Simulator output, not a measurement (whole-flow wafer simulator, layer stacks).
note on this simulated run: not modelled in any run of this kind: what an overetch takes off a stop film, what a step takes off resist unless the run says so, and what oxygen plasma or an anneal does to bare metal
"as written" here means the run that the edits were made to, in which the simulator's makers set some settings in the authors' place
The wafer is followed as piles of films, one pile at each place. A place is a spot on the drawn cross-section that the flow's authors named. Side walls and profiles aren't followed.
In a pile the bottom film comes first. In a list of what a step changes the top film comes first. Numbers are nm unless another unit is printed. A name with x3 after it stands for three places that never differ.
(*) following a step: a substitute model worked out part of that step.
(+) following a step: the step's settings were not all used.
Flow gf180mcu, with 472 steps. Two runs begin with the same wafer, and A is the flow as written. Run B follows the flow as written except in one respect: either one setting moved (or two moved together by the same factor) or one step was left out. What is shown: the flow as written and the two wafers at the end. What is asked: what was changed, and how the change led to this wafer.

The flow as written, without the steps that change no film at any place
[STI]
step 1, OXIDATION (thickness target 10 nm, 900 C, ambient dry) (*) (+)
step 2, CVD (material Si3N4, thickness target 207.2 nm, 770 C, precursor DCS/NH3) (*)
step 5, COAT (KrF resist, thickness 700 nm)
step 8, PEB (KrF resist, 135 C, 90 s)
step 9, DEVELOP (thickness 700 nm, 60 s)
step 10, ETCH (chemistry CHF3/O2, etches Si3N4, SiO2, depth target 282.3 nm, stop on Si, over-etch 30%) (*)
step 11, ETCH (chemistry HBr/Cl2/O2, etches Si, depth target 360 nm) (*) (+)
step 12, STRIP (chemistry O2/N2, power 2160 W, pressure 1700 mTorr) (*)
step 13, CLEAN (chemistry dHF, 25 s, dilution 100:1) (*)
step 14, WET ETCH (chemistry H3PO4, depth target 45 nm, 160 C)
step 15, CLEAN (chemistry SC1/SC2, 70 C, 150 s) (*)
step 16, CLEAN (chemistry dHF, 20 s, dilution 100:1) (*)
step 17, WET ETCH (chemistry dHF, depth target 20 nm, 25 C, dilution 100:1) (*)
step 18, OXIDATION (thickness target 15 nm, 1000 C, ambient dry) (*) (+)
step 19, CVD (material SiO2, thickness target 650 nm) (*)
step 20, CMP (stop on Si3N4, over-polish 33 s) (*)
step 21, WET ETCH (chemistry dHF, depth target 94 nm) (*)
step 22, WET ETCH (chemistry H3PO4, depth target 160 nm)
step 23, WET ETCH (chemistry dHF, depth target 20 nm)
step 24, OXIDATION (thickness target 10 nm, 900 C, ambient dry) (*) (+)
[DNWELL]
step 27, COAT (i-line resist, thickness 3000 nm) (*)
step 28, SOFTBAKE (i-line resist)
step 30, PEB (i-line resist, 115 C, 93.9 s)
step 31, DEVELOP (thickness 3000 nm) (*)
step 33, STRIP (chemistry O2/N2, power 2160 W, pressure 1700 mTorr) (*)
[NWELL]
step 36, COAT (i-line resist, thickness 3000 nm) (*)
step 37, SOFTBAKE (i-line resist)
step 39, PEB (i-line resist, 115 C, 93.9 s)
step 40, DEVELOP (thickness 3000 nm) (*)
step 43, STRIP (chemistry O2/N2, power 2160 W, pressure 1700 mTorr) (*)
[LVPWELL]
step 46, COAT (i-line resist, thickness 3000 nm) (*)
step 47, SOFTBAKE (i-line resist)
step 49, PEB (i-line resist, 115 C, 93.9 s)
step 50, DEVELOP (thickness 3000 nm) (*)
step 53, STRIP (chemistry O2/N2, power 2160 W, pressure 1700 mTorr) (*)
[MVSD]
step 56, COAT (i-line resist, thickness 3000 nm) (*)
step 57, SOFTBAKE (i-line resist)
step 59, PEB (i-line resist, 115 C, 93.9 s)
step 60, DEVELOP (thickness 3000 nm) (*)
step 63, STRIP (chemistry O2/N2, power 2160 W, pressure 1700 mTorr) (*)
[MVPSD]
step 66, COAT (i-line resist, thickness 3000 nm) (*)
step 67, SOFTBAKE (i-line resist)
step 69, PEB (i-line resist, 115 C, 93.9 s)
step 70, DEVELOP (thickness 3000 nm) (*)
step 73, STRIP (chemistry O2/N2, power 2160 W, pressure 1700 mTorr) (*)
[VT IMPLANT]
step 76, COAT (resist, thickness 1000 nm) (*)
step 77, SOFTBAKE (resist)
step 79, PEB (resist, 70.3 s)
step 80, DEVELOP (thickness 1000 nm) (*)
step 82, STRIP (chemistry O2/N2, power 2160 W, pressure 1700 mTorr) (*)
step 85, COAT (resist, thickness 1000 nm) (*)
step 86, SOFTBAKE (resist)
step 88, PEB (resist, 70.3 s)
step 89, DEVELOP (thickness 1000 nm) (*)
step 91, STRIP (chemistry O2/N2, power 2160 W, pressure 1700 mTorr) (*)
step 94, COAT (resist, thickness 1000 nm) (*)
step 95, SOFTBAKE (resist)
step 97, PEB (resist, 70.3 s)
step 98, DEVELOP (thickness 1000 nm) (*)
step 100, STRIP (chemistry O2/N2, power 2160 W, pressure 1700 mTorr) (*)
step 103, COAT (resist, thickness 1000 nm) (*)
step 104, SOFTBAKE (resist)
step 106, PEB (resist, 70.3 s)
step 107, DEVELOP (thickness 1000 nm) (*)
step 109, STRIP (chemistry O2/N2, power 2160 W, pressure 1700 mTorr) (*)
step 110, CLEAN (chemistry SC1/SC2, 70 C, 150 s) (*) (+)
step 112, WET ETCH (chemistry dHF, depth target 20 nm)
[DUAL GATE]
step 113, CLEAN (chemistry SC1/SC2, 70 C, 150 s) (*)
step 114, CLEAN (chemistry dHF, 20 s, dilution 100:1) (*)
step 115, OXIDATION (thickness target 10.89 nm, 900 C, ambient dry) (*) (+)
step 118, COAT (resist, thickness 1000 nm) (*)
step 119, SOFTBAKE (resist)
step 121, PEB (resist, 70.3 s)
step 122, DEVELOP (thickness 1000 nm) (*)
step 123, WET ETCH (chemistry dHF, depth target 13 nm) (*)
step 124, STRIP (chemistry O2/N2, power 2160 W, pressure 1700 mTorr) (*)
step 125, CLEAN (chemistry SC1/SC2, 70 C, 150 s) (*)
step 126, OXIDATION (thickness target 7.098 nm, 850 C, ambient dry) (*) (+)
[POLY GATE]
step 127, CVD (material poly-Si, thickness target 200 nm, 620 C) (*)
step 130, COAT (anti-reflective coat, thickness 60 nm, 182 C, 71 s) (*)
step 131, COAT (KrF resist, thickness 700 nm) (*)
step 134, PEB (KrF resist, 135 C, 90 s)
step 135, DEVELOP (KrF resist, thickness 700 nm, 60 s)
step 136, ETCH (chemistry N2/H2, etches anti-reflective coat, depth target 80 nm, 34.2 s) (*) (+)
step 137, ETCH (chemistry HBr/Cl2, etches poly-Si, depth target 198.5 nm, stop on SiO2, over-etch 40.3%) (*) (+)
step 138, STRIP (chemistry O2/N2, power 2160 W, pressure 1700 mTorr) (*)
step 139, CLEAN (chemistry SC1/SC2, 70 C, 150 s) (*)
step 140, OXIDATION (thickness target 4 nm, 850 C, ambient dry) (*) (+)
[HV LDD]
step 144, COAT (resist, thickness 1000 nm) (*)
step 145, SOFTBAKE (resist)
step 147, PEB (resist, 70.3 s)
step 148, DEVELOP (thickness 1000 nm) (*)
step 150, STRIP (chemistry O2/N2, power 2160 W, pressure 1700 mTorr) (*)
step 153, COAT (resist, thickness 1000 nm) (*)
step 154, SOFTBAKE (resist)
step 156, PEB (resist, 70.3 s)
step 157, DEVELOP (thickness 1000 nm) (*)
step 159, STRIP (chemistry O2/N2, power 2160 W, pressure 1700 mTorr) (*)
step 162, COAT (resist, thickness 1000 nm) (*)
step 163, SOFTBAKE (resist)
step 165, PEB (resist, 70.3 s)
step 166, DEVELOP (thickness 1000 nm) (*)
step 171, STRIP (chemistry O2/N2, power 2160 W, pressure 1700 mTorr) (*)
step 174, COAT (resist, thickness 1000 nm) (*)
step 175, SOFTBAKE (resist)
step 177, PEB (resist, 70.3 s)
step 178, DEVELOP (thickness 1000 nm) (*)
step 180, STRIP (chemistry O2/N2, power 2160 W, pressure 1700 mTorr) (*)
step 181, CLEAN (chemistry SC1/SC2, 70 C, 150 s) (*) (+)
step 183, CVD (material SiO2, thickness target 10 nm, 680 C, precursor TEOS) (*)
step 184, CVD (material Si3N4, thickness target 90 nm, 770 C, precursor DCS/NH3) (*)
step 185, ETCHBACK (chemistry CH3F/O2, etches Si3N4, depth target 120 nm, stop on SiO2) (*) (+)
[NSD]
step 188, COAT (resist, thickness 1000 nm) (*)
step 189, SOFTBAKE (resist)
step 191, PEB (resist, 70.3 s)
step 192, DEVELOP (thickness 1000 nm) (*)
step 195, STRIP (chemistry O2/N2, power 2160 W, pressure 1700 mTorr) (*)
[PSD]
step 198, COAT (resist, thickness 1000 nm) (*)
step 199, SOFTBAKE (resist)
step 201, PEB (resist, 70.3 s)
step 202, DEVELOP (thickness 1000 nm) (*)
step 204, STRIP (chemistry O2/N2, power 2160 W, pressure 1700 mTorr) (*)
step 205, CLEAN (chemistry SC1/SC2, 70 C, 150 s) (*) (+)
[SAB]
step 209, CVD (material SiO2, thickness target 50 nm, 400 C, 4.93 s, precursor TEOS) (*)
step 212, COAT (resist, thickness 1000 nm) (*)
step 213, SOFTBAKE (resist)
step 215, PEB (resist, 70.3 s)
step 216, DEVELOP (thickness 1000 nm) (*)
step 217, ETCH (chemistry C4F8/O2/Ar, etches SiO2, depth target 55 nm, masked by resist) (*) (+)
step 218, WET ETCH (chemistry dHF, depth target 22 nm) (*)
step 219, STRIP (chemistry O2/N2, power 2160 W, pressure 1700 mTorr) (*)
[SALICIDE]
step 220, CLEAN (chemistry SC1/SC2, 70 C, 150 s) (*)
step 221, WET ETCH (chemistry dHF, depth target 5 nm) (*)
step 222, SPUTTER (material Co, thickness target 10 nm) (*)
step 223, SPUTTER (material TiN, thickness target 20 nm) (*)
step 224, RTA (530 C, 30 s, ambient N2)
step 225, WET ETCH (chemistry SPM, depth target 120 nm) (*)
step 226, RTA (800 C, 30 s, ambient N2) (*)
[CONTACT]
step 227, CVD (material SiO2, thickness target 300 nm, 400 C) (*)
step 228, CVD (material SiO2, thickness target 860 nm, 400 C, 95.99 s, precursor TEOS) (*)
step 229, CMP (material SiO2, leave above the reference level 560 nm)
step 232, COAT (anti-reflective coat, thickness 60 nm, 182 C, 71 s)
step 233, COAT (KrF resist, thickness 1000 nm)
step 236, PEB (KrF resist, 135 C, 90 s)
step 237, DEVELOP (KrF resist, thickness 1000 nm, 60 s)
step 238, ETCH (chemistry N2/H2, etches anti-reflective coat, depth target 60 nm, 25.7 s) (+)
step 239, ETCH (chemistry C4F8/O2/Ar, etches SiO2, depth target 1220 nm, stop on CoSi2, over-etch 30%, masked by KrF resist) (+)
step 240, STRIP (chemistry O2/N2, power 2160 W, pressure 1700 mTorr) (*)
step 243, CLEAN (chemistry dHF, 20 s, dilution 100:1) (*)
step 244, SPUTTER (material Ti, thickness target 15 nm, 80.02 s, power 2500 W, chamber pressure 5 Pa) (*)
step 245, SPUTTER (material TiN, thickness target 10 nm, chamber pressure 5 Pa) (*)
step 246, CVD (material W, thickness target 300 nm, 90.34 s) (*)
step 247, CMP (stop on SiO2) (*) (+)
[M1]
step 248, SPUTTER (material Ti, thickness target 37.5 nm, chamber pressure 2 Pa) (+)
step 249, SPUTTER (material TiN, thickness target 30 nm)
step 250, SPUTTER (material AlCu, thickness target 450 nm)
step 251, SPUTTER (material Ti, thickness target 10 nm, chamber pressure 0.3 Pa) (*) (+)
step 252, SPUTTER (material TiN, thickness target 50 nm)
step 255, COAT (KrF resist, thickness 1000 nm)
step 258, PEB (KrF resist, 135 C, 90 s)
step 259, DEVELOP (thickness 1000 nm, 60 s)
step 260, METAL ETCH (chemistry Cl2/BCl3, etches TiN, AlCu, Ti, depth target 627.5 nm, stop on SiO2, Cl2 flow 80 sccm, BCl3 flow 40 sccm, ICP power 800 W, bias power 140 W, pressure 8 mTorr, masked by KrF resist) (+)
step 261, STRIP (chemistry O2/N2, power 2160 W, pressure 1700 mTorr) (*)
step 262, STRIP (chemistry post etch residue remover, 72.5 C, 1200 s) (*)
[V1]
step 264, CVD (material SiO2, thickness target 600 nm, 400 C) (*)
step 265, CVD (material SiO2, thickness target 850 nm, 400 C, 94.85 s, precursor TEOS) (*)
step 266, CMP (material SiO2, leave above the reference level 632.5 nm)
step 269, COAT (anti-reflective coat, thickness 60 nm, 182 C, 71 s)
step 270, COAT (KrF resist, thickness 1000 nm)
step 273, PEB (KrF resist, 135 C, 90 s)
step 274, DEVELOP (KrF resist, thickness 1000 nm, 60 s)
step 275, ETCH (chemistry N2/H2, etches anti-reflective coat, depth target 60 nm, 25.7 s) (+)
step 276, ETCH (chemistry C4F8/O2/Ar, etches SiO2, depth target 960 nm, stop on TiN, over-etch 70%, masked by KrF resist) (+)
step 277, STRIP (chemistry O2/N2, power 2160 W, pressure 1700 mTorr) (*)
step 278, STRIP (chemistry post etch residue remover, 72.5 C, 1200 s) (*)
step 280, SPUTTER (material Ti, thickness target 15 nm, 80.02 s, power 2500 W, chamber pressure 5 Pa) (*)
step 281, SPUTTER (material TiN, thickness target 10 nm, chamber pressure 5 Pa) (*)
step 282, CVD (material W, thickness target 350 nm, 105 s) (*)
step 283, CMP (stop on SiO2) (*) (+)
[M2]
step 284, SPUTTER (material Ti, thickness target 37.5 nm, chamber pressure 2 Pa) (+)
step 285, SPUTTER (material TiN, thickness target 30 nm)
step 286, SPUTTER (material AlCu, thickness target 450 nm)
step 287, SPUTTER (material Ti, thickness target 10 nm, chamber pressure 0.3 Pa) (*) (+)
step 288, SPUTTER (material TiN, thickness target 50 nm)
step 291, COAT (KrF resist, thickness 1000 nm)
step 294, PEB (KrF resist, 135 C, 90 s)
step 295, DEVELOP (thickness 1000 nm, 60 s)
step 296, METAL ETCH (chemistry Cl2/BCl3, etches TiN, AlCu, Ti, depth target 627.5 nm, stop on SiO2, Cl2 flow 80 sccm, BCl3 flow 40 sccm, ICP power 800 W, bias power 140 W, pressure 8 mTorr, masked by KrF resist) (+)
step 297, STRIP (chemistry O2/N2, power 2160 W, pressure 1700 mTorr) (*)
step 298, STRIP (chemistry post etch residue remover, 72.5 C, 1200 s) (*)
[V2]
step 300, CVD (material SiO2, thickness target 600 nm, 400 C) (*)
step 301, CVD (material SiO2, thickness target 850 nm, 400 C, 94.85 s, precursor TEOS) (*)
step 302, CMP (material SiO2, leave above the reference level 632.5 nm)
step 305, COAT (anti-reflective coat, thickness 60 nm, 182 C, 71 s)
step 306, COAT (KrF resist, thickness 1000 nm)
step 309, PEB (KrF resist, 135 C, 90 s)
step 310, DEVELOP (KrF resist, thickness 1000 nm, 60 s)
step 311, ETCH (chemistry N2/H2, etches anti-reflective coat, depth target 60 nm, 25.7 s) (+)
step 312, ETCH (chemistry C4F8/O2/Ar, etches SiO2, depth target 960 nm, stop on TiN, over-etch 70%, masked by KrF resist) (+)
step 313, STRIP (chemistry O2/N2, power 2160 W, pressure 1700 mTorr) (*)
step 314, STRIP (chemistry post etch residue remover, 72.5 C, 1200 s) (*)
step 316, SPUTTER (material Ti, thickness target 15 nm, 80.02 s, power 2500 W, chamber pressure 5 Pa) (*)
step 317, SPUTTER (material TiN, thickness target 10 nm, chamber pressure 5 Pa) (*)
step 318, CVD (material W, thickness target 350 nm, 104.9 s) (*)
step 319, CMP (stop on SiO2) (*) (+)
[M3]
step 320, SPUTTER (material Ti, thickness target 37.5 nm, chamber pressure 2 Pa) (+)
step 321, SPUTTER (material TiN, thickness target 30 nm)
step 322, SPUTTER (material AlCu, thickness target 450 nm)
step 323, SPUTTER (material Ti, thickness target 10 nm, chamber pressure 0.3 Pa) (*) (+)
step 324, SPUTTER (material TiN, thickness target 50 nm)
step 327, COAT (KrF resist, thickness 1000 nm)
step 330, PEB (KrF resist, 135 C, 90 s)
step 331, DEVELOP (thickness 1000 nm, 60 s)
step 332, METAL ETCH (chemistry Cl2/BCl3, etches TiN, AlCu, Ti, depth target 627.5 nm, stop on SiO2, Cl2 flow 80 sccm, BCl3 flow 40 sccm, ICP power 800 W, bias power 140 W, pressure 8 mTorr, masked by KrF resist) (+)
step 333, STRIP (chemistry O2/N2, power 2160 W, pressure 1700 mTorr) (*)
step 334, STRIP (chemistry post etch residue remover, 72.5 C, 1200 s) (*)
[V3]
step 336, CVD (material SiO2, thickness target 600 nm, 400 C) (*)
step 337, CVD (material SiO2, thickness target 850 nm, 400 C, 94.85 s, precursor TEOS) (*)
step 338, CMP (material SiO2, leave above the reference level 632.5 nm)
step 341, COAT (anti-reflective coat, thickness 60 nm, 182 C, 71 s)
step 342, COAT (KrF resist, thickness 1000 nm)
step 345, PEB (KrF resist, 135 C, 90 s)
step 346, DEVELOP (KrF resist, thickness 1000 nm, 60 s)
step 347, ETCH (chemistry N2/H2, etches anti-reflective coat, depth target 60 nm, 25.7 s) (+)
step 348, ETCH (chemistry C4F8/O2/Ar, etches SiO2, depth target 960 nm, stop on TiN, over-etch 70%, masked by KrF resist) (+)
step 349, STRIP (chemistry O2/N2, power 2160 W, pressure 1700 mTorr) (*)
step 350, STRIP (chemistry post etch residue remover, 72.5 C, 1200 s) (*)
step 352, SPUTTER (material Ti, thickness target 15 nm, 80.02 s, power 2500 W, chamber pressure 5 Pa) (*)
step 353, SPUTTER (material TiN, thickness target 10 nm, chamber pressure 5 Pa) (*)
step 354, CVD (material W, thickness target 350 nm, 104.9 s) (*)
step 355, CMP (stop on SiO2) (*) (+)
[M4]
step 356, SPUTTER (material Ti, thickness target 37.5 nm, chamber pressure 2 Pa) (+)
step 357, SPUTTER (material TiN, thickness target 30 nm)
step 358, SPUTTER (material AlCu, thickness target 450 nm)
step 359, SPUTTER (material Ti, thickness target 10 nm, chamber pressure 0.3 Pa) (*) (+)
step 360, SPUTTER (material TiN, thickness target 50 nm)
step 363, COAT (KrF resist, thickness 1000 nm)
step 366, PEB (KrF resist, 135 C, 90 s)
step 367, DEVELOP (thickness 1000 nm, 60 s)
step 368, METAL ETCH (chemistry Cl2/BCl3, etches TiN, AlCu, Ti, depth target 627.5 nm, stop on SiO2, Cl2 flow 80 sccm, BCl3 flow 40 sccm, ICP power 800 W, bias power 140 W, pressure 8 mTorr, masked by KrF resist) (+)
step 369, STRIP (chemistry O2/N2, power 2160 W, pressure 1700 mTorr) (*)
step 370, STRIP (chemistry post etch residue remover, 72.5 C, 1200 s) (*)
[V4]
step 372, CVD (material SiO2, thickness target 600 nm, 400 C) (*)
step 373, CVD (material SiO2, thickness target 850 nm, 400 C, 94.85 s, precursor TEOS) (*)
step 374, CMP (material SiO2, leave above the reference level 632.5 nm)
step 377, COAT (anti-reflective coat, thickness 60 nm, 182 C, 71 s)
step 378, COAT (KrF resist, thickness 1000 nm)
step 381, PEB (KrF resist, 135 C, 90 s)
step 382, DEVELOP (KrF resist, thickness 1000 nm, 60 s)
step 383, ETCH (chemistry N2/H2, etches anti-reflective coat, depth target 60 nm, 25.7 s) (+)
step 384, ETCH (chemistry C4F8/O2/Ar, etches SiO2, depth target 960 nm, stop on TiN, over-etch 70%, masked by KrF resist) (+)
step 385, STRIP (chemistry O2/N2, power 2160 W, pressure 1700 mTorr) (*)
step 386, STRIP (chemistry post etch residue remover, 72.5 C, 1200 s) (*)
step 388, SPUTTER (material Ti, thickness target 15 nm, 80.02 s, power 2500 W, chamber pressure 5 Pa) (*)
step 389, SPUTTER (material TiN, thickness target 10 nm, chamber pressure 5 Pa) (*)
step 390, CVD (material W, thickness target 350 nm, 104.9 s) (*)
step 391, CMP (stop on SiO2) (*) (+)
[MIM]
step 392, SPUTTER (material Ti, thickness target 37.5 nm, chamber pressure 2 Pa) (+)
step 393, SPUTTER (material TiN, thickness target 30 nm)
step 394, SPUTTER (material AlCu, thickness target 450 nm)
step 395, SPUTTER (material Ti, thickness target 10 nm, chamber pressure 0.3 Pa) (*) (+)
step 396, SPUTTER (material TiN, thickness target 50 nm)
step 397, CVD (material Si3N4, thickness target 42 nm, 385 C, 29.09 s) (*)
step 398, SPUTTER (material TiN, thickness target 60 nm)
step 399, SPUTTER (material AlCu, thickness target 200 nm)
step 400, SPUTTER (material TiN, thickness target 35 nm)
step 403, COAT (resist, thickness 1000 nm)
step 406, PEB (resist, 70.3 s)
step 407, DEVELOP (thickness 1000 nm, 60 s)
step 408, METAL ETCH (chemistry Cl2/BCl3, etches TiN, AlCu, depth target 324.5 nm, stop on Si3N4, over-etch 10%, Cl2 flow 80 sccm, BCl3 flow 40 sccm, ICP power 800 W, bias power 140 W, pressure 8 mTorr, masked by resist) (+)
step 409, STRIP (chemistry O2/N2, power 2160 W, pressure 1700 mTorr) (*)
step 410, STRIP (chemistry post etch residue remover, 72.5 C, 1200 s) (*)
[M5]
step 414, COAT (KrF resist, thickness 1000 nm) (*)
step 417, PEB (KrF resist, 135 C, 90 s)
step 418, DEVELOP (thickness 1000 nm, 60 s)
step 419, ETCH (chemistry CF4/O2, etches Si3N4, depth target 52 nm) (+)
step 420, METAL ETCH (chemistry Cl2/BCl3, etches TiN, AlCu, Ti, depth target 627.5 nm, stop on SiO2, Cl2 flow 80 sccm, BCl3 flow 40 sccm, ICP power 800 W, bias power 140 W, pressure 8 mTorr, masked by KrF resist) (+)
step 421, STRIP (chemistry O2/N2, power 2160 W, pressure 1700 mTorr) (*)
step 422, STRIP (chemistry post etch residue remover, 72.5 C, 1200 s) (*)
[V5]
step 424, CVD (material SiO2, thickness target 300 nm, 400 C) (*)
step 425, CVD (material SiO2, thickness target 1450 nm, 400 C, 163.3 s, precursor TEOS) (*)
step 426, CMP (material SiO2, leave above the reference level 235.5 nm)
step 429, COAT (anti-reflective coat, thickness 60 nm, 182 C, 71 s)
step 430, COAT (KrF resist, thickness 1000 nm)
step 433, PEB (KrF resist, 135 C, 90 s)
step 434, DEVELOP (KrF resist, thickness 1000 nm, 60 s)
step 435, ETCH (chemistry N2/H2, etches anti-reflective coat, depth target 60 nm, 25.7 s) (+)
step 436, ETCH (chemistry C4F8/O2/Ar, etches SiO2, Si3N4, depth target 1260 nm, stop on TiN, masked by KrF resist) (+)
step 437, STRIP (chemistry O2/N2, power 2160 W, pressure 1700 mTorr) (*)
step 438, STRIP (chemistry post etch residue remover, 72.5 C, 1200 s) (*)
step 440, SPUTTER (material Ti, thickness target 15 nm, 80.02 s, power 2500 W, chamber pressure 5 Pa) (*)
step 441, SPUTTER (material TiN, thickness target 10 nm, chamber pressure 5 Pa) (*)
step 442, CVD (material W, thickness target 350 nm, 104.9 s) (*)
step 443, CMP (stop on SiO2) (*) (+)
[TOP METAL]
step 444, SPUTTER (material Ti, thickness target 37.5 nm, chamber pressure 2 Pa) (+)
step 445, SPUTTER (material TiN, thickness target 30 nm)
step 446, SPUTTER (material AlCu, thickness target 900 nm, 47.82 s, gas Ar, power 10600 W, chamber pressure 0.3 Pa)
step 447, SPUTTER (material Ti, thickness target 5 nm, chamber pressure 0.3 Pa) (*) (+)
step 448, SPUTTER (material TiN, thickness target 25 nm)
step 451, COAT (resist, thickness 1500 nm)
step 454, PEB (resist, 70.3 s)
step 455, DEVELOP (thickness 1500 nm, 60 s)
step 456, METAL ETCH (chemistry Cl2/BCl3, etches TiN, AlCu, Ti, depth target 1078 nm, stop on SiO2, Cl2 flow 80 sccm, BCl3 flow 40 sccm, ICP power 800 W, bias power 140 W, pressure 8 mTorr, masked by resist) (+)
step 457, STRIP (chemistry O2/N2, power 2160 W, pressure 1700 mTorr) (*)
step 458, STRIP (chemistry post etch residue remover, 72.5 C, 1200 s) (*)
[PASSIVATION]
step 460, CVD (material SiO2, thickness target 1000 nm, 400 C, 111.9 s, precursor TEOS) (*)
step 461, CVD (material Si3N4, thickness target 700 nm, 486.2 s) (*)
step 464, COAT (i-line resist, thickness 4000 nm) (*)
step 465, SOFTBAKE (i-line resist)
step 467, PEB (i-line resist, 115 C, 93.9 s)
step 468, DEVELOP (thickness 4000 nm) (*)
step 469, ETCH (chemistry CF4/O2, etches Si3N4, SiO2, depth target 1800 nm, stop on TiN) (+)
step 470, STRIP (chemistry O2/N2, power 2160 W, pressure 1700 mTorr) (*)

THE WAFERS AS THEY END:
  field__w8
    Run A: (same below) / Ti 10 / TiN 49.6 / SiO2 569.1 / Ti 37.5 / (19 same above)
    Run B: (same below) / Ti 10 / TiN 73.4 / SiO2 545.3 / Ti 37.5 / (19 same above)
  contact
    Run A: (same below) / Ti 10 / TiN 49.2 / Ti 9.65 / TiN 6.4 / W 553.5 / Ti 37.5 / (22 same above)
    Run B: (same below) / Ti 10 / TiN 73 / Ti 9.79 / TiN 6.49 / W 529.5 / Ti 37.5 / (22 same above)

What caused this: step 324, SPUTTER: thickness target 73.8 nm was run, whereas the flow has thickness target 50 nm.

The path from the change to this, step by step:
  step 324, SPUTTER (material TiN, thickness target 50 nm)
      field, field__w1, field__w2 and 108 more: A TiN gains 50 (new film) | B TiN gains 73.8 (new film)
  step 332, METAL ETCH (chemistry Cl2/BCl3, etches TiN, AlCu, Ti, depth target 627.5 nm, stop on SiO2, Cl2 flow 80 sccm, BCl3 flow 40 sccm, ICP power 800 W, bias power 140 W, pressure 8 mTorr, masked by KrF resist) (+)
      field, field__w1, field__w2 and 103 more: A TiN loses 50 (all of it), Ti loses 10 (all of it), AlCu loses 450 (all of it), TiN loses 30 (all of it), Ti loses 37.5 (all of it) | B TiN loses 73.8 (all of it), Ti loses 10 (all of it), AlCu loses 450 (all of it), TiN loses 30 (all of it), Ti loses 37.5 (all of it)
  step 338, CMP (material SiO2, leave above the reference level 632.5 nm)
      field__w8, contact, m1, m1__w1, m1_nw: A SiO2 loses 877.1 | B SiO2 loses 900.9
  step 348, ETCH (chemistry C4F8/O2/Ar, etches SiO2, depth target 960 nm, stop on TiN, over-etch 70%, masked by KrF resist) (+)
      field, field__w1, field__w2 and 107 more: A KrF resist loses 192 | B KrF resist loses 186.5
      contact: A SiO2 loses 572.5 (all of it) | B SiO2 loses 548.7 (all of it)
  step 354, CVD (material W, thickness target 350 nm, 104.9 s) (*)
      contact: A W gains 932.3 (new film) | B W gains 908.3 (new film)
